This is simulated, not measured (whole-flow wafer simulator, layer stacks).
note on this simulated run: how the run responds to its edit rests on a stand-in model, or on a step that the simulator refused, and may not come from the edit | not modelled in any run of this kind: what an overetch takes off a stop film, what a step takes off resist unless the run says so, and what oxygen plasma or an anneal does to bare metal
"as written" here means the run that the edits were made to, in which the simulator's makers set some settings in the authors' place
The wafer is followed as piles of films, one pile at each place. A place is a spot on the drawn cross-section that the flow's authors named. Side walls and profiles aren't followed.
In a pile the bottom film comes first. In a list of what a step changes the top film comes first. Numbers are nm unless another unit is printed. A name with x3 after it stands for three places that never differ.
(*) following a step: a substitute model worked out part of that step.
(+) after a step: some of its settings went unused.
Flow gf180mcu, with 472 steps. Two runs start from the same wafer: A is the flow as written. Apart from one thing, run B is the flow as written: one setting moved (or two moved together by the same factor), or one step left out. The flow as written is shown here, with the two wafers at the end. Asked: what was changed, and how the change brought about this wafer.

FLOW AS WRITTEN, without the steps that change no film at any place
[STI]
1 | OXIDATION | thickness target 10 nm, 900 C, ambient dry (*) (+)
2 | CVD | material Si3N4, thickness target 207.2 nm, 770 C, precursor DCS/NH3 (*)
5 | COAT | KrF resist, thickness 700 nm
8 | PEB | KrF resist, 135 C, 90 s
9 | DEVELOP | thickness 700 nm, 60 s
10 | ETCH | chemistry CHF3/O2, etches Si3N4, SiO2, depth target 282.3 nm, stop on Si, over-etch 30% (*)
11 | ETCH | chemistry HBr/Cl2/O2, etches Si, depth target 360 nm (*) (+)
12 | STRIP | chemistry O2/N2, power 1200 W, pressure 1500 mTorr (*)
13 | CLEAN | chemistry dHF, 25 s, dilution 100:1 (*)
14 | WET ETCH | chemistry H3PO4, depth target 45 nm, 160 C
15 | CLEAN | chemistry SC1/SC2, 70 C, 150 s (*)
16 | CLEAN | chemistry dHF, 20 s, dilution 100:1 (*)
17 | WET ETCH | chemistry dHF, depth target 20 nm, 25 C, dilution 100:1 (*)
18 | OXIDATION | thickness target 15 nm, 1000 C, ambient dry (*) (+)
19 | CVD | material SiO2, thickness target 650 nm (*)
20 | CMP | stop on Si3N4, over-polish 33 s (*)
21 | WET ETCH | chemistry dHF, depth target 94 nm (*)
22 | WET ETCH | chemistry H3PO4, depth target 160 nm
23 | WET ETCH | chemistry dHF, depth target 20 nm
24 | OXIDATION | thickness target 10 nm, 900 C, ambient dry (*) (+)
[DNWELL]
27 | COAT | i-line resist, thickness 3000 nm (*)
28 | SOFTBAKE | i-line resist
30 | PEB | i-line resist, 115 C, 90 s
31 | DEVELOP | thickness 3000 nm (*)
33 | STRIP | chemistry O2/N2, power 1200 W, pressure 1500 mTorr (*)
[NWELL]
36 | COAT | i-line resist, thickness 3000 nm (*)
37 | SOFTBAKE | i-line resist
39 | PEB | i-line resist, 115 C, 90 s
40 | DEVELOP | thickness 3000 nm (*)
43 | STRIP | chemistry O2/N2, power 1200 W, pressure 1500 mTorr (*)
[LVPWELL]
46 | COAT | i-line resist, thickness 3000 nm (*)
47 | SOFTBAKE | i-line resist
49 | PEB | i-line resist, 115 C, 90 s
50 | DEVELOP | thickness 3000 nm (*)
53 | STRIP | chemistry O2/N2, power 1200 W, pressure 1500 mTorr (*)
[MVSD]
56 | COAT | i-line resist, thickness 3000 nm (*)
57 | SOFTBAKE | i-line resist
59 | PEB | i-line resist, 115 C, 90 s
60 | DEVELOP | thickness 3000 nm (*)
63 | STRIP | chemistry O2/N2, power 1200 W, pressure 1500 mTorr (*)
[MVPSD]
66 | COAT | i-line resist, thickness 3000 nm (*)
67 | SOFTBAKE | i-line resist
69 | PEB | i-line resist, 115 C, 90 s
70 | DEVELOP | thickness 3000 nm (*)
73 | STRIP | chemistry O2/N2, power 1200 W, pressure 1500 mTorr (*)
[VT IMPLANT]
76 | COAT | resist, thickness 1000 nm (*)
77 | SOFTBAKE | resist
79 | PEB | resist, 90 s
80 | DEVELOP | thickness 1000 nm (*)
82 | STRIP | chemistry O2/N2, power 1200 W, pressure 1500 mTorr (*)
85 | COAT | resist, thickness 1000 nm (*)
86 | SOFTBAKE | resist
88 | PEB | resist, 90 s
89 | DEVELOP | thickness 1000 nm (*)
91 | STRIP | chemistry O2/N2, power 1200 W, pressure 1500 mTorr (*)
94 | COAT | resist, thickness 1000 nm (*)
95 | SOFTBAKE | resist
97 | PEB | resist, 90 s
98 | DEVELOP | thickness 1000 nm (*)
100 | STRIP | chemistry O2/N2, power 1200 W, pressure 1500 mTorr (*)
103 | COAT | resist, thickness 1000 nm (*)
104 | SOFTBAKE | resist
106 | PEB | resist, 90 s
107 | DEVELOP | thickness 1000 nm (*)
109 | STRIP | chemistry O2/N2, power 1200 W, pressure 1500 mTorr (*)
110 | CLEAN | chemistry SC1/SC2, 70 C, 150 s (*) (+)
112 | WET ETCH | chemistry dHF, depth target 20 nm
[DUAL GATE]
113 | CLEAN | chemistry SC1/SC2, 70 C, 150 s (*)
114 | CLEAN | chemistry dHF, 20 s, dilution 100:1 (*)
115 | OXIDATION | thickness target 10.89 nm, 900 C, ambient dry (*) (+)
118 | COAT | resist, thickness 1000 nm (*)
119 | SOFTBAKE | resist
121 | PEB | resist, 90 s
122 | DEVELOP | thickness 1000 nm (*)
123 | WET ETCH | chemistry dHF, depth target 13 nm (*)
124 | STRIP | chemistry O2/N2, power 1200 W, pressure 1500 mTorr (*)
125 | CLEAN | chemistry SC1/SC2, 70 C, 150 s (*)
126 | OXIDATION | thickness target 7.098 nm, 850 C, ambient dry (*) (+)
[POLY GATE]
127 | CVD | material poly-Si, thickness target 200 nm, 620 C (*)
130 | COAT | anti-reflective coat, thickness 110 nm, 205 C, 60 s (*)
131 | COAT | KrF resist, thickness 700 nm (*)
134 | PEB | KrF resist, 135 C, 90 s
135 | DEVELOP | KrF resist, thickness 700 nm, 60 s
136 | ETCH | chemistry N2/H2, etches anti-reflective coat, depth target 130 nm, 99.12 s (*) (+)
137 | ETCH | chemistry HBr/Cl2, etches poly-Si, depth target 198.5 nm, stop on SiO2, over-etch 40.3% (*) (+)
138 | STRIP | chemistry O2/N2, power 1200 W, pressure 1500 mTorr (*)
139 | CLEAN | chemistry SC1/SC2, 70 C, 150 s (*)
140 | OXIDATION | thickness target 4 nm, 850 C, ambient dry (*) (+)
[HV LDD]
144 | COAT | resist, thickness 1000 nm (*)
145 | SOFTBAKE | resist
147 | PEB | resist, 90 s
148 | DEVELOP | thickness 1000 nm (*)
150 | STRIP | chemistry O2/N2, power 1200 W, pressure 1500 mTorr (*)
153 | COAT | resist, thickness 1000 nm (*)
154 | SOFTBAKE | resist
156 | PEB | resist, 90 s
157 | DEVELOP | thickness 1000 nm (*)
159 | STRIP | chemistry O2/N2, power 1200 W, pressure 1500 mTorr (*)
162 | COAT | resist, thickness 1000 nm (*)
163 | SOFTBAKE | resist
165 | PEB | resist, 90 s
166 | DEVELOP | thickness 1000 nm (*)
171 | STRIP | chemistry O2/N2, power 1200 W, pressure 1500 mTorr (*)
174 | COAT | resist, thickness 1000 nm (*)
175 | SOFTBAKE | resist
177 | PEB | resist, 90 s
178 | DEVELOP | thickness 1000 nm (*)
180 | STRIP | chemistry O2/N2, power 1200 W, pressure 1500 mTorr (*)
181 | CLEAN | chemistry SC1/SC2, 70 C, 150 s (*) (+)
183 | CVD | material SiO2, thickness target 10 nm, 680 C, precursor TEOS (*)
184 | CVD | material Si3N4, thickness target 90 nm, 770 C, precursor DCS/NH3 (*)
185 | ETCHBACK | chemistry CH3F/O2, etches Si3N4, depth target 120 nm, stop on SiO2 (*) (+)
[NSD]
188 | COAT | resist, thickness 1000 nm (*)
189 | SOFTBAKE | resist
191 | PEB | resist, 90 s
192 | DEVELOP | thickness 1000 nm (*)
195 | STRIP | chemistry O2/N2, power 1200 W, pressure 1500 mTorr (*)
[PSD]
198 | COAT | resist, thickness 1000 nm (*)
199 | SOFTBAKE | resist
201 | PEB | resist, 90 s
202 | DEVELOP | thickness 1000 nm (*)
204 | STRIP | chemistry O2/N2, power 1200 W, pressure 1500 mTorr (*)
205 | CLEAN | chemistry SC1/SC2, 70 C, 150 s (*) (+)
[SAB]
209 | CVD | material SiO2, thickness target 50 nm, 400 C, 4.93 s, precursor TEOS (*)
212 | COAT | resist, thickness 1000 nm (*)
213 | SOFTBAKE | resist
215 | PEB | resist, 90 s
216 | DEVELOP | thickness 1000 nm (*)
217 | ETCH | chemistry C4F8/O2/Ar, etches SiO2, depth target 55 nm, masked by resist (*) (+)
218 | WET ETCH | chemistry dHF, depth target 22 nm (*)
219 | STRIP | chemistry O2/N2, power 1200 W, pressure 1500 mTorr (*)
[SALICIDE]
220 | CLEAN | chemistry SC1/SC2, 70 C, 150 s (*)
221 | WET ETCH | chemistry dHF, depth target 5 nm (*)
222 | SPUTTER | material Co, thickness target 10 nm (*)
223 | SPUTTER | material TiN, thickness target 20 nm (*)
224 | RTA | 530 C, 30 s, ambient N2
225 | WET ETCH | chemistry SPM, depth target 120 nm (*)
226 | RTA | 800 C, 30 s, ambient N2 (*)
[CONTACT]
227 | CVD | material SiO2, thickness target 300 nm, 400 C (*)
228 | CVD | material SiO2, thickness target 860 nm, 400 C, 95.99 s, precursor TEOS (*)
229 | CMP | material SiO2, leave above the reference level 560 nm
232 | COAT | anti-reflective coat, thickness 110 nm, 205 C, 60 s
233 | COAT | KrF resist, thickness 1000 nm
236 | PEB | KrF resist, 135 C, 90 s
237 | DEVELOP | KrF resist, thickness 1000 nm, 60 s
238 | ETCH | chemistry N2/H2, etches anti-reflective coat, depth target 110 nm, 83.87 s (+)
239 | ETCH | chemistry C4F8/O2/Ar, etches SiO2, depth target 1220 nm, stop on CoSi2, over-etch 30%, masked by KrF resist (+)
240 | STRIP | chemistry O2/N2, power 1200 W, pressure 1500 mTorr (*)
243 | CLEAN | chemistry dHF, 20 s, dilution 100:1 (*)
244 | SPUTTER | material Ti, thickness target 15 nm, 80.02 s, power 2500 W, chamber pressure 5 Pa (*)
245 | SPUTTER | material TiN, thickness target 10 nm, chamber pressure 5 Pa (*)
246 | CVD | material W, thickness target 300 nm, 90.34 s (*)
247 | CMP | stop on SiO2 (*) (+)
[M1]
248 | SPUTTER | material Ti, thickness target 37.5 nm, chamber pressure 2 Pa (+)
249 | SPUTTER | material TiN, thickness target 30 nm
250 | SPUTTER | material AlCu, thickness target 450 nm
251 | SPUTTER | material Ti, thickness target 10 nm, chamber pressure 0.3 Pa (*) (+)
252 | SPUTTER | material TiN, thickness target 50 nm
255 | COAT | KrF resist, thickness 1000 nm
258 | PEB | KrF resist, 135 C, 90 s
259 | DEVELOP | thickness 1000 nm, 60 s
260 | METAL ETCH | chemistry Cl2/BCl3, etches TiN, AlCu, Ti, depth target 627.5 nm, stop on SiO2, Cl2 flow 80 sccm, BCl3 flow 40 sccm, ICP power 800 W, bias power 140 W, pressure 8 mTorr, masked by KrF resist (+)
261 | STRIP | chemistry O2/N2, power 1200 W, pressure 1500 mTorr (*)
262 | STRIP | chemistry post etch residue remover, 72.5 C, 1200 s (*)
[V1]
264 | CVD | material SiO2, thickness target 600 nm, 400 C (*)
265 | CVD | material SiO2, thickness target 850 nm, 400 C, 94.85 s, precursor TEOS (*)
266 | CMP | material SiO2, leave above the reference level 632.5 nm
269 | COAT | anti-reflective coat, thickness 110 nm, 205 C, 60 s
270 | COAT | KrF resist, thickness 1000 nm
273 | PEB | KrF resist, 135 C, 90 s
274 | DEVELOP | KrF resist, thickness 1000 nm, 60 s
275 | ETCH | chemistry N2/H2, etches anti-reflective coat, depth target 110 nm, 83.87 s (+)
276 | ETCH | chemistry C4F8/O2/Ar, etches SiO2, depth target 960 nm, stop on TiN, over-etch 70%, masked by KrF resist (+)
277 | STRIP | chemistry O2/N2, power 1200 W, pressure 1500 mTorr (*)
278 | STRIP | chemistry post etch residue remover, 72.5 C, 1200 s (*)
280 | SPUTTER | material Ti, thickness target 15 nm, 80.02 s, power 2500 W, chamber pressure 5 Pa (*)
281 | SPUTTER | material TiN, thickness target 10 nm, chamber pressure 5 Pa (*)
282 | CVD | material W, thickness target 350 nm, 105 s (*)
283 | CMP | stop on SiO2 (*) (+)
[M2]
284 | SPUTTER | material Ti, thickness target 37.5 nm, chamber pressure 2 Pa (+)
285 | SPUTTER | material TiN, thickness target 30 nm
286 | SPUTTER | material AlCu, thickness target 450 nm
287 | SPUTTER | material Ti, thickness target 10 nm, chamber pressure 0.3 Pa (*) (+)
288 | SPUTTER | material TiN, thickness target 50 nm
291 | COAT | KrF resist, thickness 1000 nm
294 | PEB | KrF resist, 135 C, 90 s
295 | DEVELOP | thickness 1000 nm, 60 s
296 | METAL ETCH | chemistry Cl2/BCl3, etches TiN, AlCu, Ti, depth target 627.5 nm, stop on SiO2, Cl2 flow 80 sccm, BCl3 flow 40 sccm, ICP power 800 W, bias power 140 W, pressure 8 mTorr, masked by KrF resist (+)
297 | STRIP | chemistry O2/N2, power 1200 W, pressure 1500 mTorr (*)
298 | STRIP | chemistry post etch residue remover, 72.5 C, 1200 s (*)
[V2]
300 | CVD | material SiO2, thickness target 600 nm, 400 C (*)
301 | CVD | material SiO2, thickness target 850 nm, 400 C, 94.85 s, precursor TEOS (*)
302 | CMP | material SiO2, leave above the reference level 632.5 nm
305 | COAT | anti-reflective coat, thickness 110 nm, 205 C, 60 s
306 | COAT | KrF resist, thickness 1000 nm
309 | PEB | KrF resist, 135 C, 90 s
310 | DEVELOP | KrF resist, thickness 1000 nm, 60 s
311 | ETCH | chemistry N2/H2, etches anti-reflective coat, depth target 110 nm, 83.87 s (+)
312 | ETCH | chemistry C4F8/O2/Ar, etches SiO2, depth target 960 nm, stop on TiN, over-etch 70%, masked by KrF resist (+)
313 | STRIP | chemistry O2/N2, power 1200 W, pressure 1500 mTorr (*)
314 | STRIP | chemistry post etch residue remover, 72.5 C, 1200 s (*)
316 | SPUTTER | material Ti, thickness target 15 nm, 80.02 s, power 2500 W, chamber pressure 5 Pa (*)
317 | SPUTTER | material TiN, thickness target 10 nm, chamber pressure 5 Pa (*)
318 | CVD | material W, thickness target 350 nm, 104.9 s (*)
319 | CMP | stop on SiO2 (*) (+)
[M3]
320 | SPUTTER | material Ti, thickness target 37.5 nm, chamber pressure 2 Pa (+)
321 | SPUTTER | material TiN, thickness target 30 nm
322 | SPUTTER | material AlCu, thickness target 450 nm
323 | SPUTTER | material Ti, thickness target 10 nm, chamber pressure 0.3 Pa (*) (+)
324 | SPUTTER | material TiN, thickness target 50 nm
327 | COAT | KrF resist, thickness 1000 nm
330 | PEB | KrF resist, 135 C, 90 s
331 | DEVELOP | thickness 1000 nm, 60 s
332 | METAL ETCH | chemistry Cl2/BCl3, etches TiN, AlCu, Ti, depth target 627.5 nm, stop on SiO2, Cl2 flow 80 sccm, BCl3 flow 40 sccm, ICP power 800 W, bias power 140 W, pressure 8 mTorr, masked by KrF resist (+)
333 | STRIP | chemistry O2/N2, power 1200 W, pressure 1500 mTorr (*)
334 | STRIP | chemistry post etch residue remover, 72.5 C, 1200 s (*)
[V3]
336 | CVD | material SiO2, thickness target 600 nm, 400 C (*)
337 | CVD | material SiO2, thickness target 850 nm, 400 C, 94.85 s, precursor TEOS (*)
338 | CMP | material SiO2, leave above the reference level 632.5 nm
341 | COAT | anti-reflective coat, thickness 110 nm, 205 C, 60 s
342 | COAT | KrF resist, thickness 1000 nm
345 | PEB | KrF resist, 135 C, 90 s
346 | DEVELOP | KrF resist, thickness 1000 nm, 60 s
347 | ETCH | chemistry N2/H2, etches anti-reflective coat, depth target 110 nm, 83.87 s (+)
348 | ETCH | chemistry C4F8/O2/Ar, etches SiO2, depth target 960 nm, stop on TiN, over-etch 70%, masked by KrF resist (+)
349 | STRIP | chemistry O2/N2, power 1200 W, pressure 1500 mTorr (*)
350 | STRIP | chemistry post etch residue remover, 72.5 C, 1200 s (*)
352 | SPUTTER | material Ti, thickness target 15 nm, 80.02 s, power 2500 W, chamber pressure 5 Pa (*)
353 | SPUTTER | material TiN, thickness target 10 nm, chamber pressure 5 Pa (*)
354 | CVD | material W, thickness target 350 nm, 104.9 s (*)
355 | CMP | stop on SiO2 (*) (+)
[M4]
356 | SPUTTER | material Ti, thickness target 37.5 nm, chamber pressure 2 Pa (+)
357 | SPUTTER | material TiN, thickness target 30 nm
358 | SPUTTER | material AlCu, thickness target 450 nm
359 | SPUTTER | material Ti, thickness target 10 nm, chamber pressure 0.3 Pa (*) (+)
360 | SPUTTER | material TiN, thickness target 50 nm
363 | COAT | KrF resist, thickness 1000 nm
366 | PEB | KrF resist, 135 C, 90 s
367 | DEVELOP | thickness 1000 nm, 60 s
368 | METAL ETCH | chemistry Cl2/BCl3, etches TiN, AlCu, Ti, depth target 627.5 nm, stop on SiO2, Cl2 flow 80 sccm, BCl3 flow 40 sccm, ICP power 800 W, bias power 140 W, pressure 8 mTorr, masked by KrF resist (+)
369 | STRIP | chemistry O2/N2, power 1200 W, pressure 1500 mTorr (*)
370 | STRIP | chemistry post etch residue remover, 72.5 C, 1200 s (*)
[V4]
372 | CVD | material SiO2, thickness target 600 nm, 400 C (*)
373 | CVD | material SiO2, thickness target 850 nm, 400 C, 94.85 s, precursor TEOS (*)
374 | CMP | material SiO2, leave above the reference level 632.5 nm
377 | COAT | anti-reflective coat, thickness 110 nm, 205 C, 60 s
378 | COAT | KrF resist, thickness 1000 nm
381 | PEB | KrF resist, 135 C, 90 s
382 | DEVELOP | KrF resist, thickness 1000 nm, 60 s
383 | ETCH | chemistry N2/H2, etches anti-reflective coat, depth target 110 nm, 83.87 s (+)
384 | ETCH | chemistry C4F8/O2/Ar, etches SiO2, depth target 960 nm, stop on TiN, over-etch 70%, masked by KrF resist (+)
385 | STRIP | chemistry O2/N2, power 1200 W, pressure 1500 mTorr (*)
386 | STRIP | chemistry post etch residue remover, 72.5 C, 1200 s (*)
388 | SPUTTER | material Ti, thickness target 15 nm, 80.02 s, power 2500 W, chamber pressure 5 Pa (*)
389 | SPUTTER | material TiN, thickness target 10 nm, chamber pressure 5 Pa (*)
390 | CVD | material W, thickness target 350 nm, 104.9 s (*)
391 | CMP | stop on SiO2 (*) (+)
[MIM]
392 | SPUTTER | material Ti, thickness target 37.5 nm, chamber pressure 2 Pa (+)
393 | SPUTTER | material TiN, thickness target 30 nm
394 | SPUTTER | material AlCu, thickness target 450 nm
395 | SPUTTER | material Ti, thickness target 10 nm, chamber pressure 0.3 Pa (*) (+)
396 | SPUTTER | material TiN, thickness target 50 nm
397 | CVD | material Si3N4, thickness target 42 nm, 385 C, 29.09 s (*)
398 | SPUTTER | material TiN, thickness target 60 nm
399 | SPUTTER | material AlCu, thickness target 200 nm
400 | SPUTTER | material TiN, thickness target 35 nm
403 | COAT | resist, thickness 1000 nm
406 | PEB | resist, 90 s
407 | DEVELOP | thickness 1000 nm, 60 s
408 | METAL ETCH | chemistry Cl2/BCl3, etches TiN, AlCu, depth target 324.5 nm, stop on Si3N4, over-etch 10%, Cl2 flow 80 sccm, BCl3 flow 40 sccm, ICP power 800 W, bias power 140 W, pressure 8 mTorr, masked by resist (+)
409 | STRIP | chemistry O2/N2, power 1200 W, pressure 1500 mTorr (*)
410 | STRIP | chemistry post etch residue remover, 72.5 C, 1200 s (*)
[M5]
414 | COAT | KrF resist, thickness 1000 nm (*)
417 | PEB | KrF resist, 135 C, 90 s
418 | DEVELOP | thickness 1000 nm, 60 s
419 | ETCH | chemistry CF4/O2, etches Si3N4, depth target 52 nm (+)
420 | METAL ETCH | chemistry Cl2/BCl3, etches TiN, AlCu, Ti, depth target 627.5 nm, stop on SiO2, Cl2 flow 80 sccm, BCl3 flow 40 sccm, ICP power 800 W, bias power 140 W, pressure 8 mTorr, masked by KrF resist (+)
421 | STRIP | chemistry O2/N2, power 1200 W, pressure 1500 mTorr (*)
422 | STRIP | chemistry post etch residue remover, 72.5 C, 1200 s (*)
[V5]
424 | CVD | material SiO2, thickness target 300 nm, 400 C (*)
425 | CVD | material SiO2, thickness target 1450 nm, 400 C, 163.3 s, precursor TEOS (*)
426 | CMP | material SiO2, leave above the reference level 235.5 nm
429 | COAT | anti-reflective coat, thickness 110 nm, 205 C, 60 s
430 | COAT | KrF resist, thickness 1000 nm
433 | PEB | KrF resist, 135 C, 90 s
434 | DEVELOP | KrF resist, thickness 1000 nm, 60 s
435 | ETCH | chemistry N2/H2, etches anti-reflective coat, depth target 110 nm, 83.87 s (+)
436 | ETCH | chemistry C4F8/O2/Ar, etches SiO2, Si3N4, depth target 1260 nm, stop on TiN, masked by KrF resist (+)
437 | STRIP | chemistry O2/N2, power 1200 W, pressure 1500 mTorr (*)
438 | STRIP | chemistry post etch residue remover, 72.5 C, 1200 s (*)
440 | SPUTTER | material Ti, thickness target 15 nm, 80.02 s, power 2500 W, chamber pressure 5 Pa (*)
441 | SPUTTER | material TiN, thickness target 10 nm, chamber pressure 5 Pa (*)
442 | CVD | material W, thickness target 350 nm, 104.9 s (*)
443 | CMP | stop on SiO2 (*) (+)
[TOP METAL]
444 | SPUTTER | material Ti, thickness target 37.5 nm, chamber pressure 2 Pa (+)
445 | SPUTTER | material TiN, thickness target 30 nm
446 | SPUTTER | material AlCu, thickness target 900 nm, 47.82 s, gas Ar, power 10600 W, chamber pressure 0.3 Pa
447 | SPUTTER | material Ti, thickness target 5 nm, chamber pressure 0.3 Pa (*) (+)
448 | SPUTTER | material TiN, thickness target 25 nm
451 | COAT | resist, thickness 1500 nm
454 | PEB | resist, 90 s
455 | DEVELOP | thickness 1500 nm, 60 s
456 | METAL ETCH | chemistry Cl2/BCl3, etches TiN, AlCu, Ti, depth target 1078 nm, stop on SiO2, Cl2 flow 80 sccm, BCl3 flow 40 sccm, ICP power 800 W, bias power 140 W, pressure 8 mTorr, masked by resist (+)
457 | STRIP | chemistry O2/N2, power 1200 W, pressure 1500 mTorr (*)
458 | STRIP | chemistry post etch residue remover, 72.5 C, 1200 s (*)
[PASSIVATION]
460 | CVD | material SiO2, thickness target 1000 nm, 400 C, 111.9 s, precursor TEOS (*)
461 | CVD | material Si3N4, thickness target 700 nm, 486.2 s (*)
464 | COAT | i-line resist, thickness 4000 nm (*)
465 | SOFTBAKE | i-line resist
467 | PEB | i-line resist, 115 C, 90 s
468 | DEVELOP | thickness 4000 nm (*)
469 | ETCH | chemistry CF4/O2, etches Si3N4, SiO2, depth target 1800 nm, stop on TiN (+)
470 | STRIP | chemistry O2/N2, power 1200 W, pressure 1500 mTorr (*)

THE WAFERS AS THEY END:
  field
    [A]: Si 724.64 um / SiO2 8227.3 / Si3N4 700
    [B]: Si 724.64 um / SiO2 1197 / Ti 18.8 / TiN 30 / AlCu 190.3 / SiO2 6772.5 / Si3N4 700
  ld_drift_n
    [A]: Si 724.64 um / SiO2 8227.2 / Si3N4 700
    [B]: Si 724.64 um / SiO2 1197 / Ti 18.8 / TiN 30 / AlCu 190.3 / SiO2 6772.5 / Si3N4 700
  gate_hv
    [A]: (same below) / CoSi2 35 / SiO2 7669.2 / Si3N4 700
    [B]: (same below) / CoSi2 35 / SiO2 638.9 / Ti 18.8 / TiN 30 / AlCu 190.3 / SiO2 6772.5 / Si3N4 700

What caused this: step 248, SPUTTER: thickness target 18.8 nm was run, while the flow as written has thickness target 37.5 nm; step 260, METAL ETCH: depth target 314 nm was run, where the flow has depth target 627.5 nm.

How this came from the change, step by step:
  248 | SPUTTER | material Ti, thickness target 37.5 nm, chamber pressure 2 Pa (+)
      field, field__w1, field__w2 and 108 more: A Ti gains 37.5 (new film) | B Ti gains 18.8 (new film)
  260 | METAL ETCH | chemistry Cl2/BCl3, etches TiN, AlCu, Ti, depth target 627.5 nm, stop on SiO2, Cl2 flow 80 sccm, BCl3 flow 40 sccm, ICP power 800 W, bias power 140 W, pressure 8 mTorr, masked by KrF resist (+)
      field, field__w1, field__w2 and 99 more: A TiN loses 50 (all of it), Ti loses 10 (all of it), AlCu loses 450 (all of it), TiN loses 30 (all of it), Ti loses 37.5 (all of it) | B TiN loses 50 (all of it), Ti loses 10 (all of it), AlCu loses 254
      field__w8, contact, m1 and 6 more: A KrF resist loses 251 | B KrF resist loses 125.6
  261 | STRIP | chemistry O2/N2, power 1200 W, pressure 1500 mTorr (*)
      field__w8, contact, m1 and 6 more: A KrF resist loses 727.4 (all of it) | B KrF resist loses 852.8 (all of it)
  262 | STRIP | chemistry post etch residue remover, 72.5 C, 1200 s (*)
      field, field__w1, field__w2 and 99 more: A nothing | B AlCu loses 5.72
  264 | CVD | material SiO2, thickness target 600 nm, 400 C (*)
      field, field__w1, field__w2 and 99 more: A SiO2 gains 600 | B SiO2 gains 600 (new film)
  266 | CMP | material SiO2, leave above the reference level 632.5 nm
      field, field__w1, field__w2 and 99 more: A SiO2 loses 300 | B SiO2 loses 557.8
With metal films that touch counted as one body, field has 1 body; the flow as written gives 0 bodies.
With metal films that touch counted as one body, ld_drift_n has 1 body; the flow as written gives 0 bodies.
With metal films that touch counted as one body, gate_hv has 2 bodies (between them, from the top down: SiO2 638.9); the flow as written gives 1 body.
